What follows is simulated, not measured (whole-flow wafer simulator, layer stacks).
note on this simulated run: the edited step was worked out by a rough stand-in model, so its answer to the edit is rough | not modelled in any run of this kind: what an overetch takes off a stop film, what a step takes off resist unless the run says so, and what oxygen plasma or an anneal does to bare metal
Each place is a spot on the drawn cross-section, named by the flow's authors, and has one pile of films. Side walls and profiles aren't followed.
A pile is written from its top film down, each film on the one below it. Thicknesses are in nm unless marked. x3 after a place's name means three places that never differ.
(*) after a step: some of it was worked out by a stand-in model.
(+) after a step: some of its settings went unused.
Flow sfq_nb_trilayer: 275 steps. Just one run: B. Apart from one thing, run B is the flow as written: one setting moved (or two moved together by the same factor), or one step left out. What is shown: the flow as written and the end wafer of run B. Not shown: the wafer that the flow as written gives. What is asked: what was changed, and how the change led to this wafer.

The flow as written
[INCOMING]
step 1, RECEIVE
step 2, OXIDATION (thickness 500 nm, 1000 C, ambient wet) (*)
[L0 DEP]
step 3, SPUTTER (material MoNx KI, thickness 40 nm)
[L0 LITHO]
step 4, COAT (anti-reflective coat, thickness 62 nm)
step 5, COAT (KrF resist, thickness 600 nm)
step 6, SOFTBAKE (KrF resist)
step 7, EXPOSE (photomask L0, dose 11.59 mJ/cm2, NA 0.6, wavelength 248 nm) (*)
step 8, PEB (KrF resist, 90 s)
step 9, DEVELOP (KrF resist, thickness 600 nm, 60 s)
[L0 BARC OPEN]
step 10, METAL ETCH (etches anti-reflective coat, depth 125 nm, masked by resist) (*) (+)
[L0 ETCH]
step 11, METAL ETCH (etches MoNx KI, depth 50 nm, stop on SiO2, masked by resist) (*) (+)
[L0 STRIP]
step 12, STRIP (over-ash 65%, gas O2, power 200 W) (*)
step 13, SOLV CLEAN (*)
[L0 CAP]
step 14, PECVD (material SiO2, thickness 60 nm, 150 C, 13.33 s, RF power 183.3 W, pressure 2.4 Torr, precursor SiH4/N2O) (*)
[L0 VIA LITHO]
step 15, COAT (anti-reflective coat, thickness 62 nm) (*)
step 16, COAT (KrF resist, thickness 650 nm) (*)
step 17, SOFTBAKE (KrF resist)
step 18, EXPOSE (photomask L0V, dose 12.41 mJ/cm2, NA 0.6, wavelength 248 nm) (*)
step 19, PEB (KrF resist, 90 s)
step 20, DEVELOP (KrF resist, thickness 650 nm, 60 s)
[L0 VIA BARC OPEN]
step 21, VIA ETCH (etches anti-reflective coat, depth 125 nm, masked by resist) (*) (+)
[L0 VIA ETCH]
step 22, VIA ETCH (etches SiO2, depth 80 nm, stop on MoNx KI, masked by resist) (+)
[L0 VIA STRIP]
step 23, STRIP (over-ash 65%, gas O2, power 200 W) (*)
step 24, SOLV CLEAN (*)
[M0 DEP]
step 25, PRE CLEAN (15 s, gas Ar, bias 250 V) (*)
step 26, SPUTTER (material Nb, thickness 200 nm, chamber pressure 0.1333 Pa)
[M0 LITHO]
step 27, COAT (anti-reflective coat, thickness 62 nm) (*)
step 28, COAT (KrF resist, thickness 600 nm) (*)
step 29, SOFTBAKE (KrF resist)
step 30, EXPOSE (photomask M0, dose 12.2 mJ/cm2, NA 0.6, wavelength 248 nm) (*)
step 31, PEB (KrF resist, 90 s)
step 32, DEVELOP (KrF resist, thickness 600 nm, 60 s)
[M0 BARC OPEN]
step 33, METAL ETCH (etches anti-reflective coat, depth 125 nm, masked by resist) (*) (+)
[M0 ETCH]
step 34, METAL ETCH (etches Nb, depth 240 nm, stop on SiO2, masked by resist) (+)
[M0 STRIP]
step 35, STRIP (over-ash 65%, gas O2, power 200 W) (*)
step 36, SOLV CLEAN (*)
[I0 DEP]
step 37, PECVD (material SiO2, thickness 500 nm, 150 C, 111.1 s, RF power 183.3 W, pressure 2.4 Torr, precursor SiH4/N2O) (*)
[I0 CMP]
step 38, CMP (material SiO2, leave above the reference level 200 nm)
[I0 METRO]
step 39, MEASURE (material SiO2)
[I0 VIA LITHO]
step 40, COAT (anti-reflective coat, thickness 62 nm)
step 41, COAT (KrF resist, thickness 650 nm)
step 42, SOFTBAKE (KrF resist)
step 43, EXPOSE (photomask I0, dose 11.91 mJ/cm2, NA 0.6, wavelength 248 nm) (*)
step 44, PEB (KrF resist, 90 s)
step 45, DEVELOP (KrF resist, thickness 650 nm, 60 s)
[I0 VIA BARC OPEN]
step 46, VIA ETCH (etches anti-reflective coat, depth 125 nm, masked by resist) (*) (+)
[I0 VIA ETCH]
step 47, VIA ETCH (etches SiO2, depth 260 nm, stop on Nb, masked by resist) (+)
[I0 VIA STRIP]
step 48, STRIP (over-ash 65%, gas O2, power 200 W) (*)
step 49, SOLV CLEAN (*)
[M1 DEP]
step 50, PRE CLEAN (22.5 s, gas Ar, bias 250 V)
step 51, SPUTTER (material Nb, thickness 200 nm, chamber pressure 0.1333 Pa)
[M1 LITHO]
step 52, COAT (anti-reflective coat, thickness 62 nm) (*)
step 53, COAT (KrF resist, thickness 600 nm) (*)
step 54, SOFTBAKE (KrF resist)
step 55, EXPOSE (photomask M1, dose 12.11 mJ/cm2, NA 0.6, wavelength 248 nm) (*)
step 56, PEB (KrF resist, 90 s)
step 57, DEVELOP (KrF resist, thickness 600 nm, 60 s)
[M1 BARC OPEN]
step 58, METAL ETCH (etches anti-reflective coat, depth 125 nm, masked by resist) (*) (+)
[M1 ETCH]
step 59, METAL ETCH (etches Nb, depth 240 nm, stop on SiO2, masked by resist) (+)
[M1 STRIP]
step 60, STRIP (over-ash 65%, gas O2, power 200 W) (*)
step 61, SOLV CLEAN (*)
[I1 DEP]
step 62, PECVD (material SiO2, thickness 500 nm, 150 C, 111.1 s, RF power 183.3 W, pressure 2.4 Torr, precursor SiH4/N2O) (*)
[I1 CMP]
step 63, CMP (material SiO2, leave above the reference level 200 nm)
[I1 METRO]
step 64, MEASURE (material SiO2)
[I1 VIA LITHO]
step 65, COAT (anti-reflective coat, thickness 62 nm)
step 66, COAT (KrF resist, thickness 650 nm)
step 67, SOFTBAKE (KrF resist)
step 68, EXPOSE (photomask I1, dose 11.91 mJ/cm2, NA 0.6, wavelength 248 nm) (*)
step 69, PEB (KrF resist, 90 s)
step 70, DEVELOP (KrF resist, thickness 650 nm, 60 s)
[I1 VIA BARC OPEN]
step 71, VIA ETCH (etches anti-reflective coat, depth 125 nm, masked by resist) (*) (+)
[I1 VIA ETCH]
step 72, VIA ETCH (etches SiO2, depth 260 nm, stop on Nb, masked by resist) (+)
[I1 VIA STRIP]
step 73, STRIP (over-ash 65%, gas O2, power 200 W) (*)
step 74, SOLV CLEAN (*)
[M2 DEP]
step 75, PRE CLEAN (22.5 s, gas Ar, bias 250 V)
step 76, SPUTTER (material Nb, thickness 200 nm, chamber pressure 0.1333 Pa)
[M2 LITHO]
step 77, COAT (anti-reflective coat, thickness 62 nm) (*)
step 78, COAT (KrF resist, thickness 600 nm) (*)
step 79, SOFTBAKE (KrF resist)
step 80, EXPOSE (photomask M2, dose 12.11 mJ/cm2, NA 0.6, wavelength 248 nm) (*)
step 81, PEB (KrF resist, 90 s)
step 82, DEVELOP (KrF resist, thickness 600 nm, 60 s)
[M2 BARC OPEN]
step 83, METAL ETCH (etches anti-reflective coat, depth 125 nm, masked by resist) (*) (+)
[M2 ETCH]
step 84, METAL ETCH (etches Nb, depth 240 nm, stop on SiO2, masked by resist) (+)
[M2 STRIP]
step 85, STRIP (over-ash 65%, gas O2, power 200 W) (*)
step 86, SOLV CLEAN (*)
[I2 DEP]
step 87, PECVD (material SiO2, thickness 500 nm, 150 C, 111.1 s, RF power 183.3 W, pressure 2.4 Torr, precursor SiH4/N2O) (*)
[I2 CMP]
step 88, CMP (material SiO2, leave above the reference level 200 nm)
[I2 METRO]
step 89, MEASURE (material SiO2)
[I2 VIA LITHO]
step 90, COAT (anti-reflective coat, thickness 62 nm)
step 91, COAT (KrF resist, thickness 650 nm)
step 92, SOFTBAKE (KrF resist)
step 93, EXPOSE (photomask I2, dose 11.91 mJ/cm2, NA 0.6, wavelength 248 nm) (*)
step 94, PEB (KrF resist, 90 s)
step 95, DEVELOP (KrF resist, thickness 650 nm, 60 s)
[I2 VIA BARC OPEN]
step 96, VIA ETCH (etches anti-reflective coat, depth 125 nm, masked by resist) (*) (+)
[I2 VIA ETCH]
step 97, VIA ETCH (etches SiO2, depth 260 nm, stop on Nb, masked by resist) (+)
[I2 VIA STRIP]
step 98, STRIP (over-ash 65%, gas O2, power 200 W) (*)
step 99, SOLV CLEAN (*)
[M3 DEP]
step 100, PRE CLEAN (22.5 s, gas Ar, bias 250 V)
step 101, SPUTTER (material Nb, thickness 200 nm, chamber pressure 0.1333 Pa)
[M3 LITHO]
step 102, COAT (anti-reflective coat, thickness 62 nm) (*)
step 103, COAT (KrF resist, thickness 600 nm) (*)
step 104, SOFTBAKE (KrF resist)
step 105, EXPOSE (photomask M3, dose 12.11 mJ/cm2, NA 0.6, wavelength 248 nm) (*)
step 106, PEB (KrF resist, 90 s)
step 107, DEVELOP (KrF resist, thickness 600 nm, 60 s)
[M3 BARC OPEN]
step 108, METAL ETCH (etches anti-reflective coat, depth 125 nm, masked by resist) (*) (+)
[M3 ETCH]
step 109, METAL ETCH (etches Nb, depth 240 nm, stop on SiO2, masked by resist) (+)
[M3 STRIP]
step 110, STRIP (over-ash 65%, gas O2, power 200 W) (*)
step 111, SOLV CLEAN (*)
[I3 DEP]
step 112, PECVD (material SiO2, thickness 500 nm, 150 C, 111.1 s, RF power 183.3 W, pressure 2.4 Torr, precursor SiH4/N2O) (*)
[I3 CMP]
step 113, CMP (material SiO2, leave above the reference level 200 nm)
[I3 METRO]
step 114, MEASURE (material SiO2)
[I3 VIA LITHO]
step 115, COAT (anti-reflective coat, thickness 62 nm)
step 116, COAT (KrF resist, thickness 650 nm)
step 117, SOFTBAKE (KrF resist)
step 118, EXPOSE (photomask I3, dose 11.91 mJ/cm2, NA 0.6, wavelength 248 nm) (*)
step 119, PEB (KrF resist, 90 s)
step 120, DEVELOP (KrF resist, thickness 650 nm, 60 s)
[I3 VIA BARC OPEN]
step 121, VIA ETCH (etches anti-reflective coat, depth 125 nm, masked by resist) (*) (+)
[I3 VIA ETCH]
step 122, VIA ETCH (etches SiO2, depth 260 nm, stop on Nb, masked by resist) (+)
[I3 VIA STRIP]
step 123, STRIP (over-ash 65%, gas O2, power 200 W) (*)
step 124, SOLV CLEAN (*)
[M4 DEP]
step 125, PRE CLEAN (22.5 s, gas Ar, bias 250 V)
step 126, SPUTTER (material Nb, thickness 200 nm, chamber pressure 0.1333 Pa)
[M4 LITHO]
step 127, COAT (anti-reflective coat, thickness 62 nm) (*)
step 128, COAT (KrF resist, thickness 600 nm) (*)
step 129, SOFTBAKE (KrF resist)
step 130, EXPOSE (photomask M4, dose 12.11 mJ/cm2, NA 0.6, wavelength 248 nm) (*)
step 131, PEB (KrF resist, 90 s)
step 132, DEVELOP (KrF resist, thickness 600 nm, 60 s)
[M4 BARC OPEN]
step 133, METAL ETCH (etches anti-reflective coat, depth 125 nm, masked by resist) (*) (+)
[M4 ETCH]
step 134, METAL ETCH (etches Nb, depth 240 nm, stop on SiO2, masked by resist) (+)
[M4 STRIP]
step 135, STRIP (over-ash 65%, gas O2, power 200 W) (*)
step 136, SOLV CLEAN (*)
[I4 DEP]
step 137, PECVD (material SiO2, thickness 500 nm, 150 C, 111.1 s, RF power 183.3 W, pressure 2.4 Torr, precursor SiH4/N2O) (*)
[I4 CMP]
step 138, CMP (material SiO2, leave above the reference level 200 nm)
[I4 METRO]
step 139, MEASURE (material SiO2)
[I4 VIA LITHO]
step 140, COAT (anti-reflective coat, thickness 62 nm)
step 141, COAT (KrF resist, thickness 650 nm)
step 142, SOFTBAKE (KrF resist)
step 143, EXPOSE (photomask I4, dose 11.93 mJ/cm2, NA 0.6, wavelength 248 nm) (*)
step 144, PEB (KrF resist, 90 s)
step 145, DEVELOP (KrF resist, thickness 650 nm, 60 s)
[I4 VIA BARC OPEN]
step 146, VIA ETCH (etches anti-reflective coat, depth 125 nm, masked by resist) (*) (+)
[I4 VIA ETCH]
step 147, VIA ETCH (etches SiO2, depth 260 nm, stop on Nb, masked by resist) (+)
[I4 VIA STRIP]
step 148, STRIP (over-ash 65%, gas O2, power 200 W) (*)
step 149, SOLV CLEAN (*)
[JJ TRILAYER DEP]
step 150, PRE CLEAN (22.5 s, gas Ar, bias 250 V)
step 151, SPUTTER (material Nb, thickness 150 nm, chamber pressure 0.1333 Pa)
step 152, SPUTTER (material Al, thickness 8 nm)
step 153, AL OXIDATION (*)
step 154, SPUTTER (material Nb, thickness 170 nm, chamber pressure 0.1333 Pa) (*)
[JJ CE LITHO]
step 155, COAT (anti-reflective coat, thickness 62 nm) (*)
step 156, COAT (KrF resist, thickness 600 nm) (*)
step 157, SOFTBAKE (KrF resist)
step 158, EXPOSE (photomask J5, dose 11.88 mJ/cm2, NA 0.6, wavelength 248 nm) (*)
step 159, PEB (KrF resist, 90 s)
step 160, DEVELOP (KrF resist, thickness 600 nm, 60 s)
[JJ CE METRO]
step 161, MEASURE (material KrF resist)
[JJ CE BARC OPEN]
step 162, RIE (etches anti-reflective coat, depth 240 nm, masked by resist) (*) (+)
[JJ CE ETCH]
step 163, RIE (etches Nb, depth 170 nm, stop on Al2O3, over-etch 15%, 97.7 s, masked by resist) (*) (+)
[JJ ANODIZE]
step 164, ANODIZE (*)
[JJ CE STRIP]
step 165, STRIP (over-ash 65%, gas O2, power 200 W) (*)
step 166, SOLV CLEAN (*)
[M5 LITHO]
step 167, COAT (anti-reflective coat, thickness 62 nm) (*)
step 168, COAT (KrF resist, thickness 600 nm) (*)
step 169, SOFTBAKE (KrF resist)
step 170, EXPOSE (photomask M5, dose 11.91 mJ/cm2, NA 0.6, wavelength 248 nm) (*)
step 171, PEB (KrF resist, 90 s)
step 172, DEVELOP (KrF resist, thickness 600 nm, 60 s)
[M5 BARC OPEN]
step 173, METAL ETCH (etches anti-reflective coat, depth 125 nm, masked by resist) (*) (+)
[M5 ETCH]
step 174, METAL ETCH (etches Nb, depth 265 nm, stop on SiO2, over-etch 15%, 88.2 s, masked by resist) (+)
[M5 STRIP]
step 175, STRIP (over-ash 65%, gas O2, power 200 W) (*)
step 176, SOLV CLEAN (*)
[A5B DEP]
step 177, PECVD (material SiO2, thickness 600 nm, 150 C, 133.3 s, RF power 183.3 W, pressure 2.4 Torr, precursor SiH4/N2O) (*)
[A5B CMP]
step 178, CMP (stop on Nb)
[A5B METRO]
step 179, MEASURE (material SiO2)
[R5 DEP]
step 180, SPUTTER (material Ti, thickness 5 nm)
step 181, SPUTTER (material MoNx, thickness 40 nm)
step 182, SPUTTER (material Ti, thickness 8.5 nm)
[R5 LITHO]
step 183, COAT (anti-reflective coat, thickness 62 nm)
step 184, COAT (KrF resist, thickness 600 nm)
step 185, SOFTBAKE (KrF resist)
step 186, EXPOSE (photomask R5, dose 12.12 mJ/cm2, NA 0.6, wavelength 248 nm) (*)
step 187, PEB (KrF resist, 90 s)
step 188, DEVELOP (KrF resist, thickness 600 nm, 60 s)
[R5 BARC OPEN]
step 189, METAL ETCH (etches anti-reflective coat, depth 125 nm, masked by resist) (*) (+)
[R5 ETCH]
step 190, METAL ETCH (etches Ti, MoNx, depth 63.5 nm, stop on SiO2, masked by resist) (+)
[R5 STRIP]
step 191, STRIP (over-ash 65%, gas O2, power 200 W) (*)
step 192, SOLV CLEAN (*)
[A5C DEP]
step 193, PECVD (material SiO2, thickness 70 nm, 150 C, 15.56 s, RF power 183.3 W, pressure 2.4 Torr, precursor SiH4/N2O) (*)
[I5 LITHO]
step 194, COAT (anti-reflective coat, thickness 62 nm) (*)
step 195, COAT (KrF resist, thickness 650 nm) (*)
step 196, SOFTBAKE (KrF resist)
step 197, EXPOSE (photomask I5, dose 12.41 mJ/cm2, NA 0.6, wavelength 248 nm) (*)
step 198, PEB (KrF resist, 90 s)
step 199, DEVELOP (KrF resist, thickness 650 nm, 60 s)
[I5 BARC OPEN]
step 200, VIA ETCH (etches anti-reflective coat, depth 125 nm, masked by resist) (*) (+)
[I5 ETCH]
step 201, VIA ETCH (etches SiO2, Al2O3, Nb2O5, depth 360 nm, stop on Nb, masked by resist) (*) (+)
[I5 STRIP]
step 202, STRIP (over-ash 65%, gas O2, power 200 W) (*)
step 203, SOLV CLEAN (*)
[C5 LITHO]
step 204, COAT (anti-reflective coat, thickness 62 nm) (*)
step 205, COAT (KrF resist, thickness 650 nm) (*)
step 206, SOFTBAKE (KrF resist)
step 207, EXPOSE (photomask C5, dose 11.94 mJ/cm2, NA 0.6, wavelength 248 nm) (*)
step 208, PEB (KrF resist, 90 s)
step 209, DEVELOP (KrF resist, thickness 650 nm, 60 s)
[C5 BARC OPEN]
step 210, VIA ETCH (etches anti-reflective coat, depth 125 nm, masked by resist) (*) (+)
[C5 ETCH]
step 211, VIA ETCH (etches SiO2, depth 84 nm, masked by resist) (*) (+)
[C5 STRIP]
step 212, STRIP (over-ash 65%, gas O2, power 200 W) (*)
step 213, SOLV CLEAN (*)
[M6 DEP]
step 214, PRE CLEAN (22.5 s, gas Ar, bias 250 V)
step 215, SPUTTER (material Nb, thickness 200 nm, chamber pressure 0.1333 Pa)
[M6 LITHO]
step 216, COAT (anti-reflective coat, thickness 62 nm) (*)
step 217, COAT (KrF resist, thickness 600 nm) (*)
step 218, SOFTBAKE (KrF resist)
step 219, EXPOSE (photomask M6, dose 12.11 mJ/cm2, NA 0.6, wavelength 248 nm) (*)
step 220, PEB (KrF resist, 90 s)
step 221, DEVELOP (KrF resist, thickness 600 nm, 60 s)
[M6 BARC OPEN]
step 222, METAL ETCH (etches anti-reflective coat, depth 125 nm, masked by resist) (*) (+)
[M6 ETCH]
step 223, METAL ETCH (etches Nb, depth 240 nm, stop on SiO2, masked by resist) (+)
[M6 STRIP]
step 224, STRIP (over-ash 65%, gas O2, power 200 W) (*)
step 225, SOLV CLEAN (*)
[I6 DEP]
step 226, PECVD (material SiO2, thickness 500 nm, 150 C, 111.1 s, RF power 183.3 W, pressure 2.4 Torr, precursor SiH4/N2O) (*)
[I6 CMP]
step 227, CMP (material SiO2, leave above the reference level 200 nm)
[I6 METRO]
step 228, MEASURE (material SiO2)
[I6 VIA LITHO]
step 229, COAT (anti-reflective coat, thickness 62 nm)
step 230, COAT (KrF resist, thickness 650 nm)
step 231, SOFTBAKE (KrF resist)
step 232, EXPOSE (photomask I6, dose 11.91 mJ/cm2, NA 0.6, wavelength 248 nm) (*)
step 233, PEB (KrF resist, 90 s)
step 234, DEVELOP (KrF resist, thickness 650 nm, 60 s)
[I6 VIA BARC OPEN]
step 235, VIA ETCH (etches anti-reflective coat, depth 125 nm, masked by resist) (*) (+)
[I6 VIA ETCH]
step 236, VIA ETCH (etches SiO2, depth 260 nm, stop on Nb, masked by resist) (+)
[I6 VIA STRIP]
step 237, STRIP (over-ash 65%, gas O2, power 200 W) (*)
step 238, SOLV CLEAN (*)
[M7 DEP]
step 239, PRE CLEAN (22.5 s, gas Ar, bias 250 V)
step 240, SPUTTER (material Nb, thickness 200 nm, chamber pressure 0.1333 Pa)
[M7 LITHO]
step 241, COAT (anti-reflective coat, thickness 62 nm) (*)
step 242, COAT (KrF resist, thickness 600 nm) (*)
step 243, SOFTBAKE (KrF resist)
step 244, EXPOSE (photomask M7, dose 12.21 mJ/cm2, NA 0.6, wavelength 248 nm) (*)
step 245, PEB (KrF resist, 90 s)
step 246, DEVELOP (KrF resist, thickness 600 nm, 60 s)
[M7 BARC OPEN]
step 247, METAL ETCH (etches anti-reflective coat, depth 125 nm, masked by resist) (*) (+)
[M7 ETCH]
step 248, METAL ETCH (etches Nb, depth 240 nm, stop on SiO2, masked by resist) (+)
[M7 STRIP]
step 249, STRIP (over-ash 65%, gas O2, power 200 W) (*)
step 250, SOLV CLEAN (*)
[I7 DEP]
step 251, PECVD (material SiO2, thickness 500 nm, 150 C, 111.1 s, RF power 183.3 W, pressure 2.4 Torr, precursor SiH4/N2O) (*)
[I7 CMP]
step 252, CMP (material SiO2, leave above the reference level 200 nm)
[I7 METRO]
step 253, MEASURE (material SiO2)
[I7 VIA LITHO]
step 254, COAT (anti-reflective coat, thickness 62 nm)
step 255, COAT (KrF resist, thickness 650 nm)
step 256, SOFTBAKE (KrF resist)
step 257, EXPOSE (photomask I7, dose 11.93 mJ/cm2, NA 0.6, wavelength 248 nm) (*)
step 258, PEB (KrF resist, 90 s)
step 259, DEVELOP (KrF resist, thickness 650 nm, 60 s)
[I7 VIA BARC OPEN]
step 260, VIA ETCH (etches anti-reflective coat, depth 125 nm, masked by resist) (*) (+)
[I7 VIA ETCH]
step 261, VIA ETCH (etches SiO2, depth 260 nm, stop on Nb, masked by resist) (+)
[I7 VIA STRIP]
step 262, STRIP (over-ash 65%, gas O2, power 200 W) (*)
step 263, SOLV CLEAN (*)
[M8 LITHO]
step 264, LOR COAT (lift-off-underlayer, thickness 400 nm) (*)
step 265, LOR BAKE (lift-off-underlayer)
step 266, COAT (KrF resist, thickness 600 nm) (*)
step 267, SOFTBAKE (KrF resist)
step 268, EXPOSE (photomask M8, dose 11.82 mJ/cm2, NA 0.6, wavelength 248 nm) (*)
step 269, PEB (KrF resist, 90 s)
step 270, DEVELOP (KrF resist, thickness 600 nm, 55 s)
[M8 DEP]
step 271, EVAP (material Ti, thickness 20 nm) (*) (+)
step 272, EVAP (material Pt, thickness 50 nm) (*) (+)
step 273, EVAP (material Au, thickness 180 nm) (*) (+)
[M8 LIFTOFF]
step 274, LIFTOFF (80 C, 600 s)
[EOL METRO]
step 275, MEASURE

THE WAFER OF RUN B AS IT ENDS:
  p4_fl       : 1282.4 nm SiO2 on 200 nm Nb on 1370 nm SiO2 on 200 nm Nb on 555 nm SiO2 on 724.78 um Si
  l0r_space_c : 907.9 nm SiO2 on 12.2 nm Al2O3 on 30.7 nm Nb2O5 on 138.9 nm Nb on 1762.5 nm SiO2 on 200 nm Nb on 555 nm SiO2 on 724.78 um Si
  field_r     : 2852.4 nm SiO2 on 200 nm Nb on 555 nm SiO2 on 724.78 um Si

What caused this: step 154, SPUTTER: thickness 76.5 nm was run, whereas the flow has thickness 170 nm.

The path from the change to this, step by step:
  step 154, SPUTTER (material Nb, thickness 170 nm, chamber pressure 0.1333 Pa) (*)
      field_l, v_sur, via_sp and 100 more: +76.5 Nb (new film) (it would be, as written: +170 Nb (new film))
      via_wl, via_wr: +46.7 Nb (new film) (it would be, as written: +140.7 Nb (new film))
      (also at 1 further place)
  step 155, COAT (anti-reflective coat, thickness 62 nm) (*)
      via_wl, via_wr: +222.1 anti-reflective coat (new film) (it would be, as written: +209.4 anti-reflective coat (new film))
  step 156, COAT (KrF resist, thickness 600 nm) (*)
      via_w: +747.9 KrF resist (new film) (it would be, as written: +763.8 KrF resist (new film))
  step 160, DEVELOP (KrF resist, thickness 600 nm, 60 s)
      via_w: -746.3 KrF resist (all of it) (it would be, as written: -762.1 KrF resist (all of it))
  step 162, RIE (etches anti-reflective coat, depth 240 nm, masked by resist) (*) (+)
      ce_l, c5j, ce_r, wl_jj: -222.1 KrF resist (it would be, as written: -209.4 KrF resist)
      via_wl, via_wr: -222.1 anti-reflective coat (all of it) (it would be, as written: -209.4 anti-reflective coat (all of it))
  step 163, RIE (etches Nb, depth 170 nm, stop on Al2O3, over-etch 15%, 97.7 s, masked by resist) (*) (+)
      field_l, v_sur, via_sp and 96 more: -76.5 Nb (all of it), -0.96 Al2O3 (all of it) (it would be, as written: -170 Nb (all of it), -0.51 Al2O3)
      via_wl, via_wr: -46.7 Nb (all of it), -0.96 Al2O3 (all of it) (it would be, as written: -140.7 Nb (all of it), -0.96 Al2O3 (all of it))
      (also at 1 further place)
  step 164, ANODIZE (*)
      field_l, v_sur, via_sp and 96 more: +12.2 Al2O3 (new film), +30.7 Nb2O5 (new film), -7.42 Al (all of it), -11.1 Nb (it would be, as written: +12.2 Al2O3, +29.9 Nb2O5 (new film), -7.42 Al (all of it), -10.8 Nb)
  step 165, STRIP (over-ash 65%, gas O2, power 200 W) (*)
      ce_l: -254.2 KrF resist (all of it), -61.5 anti-reflective coat (all of it) (it would be, as written: -266.8 KrF resist (all of it), -61.4 anti-reflective coat (all of it))
      c5j: -254.2 KrF resist (all of it), -61.5 anti-reflective coat (all of it) (it would be, as written: -266.9 KrF resist (all of it), -61.5 anti-reflective coat (all of it))
      (also at 2 further places)
  step 167, COAT (anti-reflective coat, thickness 62 nm) (*)
      wl_j_sl, wl_j_sr: +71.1 anti-reflective coat (new film) (it would be, as written: +83.3 anti-reflective coat (new film))
      gap: +61.3 anti-reflective coat (new film) (it would be, as written: +58.9 anti-reflective coat (new film))
      (also at 8 further places)
  step 168, COAT (KrF resist, thickness 600 nm) (*)
      ce_l: +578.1 KrF resist (new film) (it would be, as written: +528.3 KrF resist (new film))
      c5j: +567.4 KrF resist (new film) (it would be, as written: +507.6 KrF resist (new film))
      (also at 2 further places)
  step 173, METAL ETCH (etches anti-reflective coat, depth 125 nm, masked by resist) (*) (+)
      wl_a_sl: -62 anti-reflective coat (all of it) (it would be, as written: -59.7 anti-reflective coat (all of it), -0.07 Al2O3)
  step 174, METAL ETCH (etches Nb, depth 265 nm, stop on SiO2, over-etch 15%, 88.2 s, masked by resist) (+)
      field_l, r_sur, res and 50 more: -12.2 Al2O3 (all of it), -30.7 Nb2O5 (all of it), -138.9 Nb (all of it), -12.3 SiO2 (it would be, as written: -12.6 Al2O3 (all of it), -29.9 Nb2O5 (all of it), -139.2 Nb (all of it), -12.3 SiO2)
  step 175, STRIP (over-ash 65%, gas O2, power 200 W) (*)
      wl_j_sl, wl_j_sr: -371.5 KrF resist (all of it), -71.1 anti-reflective coat (all of it) (it would be, as written: -378 KrF resist (all of it), -83.3 anti-reflective coat (all of it))
      gap: -373.1 KrF resist (all of it), -61.3 anti-reflective coat (all of it) (it would be, as written: -383.4 KrF resist (all of it), -58.9 anti-reflective coat (all of it))
      (also at 7 further places)
  step 178, CMP (stop on Nb)
      v_sur, via_sp, via_v and 43 more: -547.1 SiO2 (it would be, as written: -453.5 SiO2)
      field_l, p4_fl, p4_fm and 39 more: -352.8 SiO2 (it would be, as written: -259.3 SiO2)
      (also at 14 further places)
  step 201, VIA ETCH (etches SiO2, Al2O3, Nb2O5, depth 360 nm, stop on Nb, masked by resist) (*) (+)
      be: -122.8 SiO2 (all of it), -12.2 Al2O3 (all of it), -30.7 Nb2O5 (all of it) (it would be, as written: -216.4 SiO2 (all of it), -12.7 Al2O3 (all of it), -29.9 Nb2O5 (all of it))
  step 204, COAT (anti-reflective coat, thickness 62 nm) (*)
      wire: +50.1 anti-reflective coat (new film) (it would be, as written: +47.4 anti-reflective coat (new film))
      be: +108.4 anti-reflective coat (new film) (it would be, as written: +122.2 anti-reflective coat (new film))
      (also at 1 further place)
  ... 7 further steps ...
  step 227, CMP (material SiO2, leave above the reference level 200 nm)
      be: -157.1 SiO2 (it would be, as written: -182.7 SiO2)
